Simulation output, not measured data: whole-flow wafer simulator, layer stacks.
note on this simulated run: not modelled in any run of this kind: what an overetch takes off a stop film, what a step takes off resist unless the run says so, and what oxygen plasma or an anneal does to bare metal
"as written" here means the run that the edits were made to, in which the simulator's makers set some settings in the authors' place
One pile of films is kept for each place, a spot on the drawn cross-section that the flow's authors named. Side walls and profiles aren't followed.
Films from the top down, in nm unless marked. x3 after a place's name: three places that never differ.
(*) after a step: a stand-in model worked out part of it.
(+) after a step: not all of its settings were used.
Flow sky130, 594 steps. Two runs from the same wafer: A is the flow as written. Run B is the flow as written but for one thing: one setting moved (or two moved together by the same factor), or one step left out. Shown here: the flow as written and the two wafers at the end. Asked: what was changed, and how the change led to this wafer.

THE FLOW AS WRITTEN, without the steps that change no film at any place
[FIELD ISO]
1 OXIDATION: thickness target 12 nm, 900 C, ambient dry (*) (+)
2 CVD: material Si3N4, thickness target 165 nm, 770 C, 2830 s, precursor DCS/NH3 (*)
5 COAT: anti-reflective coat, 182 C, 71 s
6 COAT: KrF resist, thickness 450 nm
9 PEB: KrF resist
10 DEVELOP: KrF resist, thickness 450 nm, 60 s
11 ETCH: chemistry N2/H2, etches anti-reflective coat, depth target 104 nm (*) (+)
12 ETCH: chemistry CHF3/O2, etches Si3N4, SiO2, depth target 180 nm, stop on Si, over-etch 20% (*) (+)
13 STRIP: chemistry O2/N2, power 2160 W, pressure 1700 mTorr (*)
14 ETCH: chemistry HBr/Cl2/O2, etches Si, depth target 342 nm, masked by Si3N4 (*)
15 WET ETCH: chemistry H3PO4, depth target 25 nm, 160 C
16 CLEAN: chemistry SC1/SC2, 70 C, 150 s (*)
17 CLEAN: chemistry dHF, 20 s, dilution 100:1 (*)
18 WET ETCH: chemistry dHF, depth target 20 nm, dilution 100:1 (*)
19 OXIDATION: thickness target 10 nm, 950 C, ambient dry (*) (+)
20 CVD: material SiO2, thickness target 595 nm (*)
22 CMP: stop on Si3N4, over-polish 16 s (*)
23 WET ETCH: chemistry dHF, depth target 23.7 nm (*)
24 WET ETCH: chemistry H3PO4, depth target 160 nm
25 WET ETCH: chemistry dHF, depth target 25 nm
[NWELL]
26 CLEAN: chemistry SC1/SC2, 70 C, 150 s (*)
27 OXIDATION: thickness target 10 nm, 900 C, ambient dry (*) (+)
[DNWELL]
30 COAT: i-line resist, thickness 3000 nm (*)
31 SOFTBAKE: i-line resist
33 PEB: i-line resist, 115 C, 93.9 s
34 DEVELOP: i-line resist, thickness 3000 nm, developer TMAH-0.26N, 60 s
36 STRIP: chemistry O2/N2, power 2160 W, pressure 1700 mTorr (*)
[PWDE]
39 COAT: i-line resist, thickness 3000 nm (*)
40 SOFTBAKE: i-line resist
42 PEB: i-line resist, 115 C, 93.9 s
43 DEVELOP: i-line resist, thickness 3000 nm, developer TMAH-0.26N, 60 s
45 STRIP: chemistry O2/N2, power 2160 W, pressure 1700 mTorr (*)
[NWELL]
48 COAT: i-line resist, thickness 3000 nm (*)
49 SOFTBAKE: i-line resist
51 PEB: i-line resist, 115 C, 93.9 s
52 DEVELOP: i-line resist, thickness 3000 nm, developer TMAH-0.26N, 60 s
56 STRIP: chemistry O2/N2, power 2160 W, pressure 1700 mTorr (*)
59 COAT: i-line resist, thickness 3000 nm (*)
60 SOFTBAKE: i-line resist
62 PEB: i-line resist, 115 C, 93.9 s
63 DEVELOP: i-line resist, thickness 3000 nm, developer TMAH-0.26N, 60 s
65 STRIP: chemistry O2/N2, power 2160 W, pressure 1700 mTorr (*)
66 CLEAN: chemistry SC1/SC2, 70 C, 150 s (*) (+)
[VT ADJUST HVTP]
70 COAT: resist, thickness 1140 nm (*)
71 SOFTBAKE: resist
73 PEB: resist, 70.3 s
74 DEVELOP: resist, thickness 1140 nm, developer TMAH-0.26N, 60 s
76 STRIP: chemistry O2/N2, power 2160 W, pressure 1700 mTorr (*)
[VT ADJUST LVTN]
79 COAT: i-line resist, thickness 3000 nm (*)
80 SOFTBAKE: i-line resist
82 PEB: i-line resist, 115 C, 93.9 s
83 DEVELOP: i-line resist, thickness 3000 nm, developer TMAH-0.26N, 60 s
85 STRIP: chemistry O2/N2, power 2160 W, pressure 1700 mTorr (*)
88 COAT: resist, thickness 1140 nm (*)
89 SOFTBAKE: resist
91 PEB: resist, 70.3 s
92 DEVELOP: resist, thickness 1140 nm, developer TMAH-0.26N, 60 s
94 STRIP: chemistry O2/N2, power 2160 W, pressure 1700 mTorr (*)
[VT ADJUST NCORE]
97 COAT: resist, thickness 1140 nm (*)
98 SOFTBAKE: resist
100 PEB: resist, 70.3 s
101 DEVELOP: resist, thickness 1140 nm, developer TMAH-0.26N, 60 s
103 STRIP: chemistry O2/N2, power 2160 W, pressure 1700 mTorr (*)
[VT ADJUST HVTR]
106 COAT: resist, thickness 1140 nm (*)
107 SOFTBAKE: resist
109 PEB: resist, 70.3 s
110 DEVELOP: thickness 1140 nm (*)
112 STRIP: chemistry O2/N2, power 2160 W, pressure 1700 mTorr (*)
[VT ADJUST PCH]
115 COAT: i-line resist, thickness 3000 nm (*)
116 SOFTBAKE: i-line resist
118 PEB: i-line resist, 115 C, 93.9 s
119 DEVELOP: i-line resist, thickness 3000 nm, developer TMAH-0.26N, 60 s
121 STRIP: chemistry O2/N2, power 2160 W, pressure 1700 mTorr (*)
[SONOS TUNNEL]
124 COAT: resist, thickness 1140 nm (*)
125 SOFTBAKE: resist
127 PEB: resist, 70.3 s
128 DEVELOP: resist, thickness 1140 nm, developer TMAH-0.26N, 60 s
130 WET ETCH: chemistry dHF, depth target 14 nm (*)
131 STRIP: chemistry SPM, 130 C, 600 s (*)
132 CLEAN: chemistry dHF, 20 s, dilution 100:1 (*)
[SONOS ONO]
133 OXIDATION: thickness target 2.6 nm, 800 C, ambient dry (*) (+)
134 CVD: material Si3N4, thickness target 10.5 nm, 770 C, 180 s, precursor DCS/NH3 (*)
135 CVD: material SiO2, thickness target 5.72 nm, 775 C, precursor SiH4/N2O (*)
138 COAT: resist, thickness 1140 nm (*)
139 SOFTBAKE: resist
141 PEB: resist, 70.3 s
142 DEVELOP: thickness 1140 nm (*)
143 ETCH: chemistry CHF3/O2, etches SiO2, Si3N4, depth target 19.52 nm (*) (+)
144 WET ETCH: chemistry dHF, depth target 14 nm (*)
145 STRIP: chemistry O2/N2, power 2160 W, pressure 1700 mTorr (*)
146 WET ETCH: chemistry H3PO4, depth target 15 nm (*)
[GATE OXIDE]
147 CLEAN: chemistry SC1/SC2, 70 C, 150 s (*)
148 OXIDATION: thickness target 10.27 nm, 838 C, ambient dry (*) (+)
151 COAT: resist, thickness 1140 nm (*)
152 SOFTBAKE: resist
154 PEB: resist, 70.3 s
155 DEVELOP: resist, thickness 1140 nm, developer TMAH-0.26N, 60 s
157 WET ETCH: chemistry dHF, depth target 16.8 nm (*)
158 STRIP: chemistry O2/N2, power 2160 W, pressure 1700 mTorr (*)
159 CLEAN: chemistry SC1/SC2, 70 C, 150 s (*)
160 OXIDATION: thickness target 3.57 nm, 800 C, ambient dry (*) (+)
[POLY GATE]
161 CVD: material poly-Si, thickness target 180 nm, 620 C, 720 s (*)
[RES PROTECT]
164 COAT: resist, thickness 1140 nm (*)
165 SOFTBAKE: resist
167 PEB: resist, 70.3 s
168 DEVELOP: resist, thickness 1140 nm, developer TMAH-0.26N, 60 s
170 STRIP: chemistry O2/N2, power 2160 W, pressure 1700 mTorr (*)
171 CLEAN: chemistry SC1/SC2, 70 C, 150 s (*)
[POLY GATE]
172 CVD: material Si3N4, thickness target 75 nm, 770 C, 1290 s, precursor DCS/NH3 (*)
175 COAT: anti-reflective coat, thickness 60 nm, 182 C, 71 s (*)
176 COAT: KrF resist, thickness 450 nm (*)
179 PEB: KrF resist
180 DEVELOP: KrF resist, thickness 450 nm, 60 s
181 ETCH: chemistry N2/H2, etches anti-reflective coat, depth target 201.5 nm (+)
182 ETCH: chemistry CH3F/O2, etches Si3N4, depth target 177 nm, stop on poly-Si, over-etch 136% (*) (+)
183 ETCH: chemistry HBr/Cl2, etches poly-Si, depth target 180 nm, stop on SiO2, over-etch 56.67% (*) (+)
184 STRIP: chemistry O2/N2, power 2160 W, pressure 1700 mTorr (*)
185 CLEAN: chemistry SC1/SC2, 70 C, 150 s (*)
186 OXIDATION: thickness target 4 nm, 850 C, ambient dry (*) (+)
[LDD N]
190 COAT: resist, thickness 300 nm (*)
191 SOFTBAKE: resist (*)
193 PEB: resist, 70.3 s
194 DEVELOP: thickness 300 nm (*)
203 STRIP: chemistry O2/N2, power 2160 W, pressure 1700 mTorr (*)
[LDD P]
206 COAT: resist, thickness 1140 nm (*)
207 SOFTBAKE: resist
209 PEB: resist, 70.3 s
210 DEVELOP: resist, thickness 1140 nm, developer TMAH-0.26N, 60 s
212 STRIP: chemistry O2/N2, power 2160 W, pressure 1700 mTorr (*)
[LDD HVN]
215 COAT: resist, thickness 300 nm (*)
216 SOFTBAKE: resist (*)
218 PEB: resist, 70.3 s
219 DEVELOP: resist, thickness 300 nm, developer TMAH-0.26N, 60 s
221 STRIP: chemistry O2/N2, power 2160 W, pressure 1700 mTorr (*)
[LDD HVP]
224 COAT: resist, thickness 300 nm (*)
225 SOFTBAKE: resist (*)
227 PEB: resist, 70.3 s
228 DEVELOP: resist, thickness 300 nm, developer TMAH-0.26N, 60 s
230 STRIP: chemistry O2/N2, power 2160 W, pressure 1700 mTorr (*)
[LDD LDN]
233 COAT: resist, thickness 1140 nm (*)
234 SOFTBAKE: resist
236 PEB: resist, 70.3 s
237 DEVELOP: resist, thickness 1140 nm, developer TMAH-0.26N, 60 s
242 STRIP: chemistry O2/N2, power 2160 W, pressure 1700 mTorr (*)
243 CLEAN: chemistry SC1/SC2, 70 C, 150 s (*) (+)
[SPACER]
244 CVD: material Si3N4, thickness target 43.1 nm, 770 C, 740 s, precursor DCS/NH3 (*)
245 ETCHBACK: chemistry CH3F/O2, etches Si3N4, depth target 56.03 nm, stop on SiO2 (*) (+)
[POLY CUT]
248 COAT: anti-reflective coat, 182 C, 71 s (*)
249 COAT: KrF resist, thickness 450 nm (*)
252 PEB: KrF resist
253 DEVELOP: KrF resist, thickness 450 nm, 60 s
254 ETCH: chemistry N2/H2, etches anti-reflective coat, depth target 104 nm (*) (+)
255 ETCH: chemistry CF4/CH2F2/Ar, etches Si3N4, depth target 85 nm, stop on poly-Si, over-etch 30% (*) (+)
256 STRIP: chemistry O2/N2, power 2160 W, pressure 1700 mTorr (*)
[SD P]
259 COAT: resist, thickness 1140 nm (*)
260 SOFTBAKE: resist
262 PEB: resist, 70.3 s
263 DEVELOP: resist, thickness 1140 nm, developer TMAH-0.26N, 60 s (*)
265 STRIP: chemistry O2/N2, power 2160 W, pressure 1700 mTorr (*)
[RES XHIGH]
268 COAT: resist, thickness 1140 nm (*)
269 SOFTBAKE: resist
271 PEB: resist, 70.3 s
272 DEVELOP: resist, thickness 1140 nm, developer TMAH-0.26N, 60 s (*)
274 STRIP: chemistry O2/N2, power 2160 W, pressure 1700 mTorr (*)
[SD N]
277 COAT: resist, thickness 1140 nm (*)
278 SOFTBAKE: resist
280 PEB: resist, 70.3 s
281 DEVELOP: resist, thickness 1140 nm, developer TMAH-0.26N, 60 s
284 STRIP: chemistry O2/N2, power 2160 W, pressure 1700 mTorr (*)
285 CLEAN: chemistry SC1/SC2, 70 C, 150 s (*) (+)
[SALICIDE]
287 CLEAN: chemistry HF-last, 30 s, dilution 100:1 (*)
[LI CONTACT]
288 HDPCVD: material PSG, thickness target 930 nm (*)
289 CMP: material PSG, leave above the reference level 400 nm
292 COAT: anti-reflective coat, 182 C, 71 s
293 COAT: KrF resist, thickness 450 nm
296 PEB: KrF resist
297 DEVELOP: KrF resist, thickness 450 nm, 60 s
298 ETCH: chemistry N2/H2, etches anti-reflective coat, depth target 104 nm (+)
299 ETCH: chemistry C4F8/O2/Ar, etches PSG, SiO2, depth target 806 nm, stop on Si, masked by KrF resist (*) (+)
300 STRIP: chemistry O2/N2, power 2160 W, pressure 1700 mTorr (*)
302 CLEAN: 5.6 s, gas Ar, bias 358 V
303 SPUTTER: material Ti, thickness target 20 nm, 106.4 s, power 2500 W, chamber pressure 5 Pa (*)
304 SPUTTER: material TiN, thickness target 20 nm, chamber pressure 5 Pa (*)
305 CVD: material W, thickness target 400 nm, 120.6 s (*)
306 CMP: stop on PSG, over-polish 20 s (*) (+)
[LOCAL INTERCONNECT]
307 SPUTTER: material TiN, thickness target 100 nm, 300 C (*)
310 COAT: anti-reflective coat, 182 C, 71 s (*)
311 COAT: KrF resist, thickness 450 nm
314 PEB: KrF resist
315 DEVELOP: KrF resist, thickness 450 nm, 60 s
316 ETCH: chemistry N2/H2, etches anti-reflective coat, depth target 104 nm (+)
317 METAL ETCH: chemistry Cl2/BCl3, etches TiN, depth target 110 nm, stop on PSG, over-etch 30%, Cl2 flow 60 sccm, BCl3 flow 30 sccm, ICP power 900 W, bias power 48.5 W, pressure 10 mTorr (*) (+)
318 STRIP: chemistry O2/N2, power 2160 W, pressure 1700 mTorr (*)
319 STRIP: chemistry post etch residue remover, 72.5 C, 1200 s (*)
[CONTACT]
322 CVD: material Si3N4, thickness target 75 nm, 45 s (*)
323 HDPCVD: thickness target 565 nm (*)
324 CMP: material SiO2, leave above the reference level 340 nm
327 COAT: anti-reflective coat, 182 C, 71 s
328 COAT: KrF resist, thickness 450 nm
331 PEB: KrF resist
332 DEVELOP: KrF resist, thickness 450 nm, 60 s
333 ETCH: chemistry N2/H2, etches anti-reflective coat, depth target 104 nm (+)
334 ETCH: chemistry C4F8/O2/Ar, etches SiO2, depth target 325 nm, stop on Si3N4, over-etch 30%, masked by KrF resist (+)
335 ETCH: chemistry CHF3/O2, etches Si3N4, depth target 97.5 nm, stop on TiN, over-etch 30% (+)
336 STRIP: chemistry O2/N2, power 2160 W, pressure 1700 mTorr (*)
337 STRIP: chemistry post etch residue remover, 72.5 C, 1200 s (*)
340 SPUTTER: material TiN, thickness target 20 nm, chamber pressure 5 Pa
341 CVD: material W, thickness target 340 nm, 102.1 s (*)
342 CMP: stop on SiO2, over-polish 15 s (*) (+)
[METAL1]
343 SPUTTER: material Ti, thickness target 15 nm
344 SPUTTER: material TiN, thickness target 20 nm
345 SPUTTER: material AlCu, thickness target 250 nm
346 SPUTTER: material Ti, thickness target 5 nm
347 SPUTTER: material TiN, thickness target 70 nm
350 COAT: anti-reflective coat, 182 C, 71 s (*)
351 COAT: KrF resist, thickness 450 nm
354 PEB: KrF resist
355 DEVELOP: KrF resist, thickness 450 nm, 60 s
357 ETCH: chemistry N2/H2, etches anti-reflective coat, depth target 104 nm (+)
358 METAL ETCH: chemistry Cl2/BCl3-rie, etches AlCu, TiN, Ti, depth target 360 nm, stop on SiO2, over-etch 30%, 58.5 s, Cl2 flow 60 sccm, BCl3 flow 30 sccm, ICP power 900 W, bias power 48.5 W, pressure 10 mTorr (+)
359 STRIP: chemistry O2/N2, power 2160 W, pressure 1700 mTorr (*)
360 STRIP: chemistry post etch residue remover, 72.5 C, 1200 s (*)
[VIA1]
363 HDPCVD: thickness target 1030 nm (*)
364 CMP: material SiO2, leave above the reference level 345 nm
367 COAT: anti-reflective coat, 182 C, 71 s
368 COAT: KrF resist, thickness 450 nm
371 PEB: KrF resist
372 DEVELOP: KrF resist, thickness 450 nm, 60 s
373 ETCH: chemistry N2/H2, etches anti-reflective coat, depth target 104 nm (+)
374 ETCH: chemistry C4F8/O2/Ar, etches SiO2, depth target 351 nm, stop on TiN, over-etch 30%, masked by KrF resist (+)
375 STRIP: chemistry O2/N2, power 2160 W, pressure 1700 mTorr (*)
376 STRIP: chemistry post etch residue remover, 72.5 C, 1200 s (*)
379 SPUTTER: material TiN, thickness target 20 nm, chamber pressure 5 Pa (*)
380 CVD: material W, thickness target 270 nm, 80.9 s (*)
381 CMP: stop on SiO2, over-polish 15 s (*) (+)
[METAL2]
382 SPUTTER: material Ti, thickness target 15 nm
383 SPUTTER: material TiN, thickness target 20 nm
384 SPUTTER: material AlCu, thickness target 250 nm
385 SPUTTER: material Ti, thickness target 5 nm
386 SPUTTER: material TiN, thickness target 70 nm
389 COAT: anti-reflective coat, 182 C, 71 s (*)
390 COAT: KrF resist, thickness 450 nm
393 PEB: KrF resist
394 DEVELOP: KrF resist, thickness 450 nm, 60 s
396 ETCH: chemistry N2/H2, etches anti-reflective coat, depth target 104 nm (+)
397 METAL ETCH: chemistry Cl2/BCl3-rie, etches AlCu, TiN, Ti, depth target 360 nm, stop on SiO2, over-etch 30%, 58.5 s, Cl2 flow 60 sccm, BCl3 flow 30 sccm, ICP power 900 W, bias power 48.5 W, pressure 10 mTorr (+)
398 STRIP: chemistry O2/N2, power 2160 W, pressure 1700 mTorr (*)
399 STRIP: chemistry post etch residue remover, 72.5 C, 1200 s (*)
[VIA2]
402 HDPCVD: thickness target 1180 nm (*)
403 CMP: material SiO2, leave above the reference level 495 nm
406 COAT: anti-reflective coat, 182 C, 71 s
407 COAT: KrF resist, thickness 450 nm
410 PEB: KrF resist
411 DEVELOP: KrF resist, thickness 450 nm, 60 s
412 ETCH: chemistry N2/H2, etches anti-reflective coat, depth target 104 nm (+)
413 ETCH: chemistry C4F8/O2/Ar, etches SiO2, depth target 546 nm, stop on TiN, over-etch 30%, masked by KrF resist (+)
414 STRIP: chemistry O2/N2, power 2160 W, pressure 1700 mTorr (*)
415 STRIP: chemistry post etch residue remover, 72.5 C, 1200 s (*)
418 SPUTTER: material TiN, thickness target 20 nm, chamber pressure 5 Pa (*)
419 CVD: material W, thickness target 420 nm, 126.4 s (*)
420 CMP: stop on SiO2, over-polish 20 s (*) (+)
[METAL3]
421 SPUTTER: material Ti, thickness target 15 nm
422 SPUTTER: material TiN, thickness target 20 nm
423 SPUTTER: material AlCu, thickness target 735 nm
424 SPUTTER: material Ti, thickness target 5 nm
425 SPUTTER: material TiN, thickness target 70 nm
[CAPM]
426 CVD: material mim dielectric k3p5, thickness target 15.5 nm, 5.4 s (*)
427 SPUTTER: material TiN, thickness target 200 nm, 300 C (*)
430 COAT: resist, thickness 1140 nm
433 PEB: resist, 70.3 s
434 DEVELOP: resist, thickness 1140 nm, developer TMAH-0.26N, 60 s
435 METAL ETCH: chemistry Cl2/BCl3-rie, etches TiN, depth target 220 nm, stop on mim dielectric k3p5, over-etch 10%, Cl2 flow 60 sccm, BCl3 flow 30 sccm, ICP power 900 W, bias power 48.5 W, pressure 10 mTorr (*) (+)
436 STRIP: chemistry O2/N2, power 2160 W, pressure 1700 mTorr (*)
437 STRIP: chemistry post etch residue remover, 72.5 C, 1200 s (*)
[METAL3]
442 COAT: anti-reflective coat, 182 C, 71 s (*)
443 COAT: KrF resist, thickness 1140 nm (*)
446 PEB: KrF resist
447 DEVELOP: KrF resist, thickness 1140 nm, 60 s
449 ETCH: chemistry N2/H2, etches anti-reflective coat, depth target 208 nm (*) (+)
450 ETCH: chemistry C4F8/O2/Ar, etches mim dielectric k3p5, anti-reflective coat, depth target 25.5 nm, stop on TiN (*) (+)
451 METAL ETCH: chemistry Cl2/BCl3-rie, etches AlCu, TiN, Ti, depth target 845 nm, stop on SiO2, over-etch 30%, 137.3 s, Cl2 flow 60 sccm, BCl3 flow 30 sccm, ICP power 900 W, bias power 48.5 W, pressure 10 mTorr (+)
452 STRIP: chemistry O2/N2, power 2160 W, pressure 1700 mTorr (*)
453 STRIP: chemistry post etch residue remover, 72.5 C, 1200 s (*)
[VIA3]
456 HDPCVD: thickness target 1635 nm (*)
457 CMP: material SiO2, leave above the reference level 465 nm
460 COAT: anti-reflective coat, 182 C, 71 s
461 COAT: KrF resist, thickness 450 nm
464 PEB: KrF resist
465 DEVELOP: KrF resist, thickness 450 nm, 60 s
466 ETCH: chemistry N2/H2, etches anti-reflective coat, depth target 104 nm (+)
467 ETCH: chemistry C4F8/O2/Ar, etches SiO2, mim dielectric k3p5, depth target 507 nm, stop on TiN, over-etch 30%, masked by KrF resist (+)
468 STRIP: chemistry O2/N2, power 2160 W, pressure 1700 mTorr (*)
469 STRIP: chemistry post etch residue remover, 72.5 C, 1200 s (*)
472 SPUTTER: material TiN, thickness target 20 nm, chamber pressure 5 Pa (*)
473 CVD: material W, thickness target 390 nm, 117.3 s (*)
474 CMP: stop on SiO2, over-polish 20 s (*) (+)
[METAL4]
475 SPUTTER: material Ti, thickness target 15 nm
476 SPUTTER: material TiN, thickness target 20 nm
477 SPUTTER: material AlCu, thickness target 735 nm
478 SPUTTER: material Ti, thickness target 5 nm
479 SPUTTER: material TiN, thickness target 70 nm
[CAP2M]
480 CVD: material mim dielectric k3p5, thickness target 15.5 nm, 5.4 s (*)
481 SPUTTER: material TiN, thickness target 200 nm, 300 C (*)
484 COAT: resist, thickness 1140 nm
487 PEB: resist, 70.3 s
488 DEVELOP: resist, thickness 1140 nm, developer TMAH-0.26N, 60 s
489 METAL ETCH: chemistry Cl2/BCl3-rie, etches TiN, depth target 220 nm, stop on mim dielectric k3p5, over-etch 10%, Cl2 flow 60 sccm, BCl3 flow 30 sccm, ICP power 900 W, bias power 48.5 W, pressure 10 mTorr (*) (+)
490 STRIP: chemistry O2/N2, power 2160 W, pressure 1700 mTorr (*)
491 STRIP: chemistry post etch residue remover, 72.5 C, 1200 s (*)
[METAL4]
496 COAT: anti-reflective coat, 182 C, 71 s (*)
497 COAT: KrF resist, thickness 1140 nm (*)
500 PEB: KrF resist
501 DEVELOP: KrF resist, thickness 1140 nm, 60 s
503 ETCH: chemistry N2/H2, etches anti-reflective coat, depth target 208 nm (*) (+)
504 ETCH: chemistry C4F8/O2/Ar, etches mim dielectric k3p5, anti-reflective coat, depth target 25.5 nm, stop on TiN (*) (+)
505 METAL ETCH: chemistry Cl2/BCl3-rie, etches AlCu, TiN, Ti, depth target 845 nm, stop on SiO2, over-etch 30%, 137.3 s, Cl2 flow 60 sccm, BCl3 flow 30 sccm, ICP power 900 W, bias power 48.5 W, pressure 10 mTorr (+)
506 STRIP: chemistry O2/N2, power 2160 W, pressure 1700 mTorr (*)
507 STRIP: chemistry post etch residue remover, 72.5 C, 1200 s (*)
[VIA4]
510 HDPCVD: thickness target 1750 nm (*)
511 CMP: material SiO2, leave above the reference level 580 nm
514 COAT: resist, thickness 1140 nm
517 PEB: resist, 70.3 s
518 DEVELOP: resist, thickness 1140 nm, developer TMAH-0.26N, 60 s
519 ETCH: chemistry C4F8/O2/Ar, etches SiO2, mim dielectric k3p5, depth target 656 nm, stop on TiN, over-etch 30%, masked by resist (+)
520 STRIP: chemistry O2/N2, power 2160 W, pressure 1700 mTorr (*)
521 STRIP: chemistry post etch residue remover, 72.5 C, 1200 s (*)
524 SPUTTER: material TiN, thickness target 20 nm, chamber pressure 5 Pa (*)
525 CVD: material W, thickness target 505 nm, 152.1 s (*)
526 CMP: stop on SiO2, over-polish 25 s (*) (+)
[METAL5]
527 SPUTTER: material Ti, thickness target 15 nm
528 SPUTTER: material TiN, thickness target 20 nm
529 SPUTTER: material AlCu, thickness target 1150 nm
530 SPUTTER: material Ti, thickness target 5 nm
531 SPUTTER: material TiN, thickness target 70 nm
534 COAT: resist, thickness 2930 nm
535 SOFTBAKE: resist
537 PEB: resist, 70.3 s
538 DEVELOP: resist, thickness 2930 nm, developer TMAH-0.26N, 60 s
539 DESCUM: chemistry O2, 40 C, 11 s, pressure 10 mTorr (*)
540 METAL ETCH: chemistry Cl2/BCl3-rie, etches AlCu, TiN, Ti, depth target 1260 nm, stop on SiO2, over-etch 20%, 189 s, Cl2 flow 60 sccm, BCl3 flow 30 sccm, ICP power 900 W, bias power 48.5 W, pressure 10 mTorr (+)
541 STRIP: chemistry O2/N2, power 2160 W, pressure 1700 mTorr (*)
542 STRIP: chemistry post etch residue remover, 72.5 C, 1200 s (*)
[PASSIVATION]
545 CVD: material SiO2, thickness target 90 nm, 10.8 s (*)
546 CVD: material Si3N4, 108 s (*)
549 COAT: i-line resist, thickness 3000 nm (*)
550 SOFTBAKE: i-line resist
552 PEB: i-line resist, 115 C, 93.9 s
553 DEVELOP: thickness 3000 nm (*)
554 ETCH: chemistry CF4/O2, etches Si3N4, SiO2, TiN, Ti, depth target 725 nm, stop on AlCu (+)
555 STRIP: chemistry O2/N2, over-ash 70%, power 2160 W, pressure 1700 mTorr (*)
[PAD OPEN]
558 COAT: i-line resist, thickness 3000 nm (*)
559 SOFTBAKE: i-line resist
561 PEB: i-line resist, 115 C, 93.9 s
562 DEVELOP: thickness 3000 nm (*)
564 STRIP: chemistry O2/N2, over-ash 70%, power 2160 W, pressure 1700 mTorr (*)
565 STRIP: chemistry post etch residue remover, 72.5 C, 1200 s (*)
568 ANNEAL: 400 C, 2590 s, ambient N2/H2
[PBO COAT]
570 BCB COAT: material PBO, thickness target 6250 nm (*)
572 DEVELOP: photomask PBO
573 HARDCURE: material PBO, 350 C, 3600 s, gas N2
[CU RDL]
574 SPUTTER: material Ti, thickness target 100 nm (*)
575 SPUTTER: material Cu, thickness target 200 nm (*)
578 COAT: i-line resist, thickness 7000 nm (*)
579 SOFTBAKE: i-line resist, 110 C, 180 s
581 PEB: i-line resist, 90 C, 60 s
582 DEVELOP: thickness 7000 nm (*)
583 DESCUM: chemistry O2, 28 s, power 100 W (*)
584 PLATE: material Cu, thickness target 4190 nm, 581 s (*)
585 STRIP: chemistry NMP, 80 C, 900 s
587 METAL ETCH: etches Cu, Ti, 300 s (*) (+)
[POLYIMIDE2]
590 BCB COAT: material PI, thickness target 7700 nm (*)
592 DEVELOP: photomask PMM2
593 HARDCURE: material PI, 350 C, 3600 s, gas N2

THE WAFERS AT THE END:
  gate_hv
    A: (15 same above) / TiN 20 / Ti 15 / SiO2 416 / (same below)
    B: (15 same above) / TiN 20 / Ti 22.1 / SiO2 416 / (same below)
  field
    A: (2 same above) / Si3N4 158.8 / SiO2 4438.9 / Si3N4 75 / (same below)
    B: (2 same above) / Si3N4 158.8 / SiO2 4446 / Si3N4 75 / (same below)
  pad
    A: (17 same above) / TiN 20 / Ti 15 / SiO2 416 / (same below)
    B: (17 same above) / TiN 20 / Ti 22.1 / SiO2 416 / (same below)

The cause: step 421, SPUTTER: thickness target 22.1 nm was run, where the flow has thickness target 15 nm.
It can be read off the wafer: gate_hv has Ti 22.1, and step 421 as written asks for 15 nm.

How the change led to this, step by step:
  421 SPUTTER: material Ti, thickness target 15 nm
      field, active, n_well and 188 more: A Ti +15 (new film) | B Ti +22.1 (new film)
  451 METAL ETCH: chemistry Cl2/BCl3-rie, etches AlCu, TiN, Ti, depth target 845 nm, stop on SiO2, over-etch 30%, 137.3 s, Cl2 flow 60 sccm, BCl3 flow 30 sccm, ICP power 900 W, bias power 48.5 W, pressure 10 mTorr (+)
      field, gate, spacer and 68 more: A TiN -70 (all of it), Ti -5 (all of it), AlCu -735 (all of it), TiN -20 (all of it), Ti -15 (all of it), SiO2 -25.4 | B TiN -70 (all of it), Ti -5 (all of it), AlCu -735 (all of it), TiN -20 (all of it), Ti -22.1 (all of it), SiO2 -24.6
      active, vpp_ln, vpp_iso2 and 11 more: A TiN -70 (all of it), Ti -5 (all of it), AlCu -735 (all of it), TiN -20 (all of it), Ti -15 (all of it), SiO2 -25.3 | B TiN -70 (all of it), Ti -5 (all of it), AlCu -735 (all of it), TiN -20 (all of it), Ti -22.1 (all of it), SiO2 -24.6
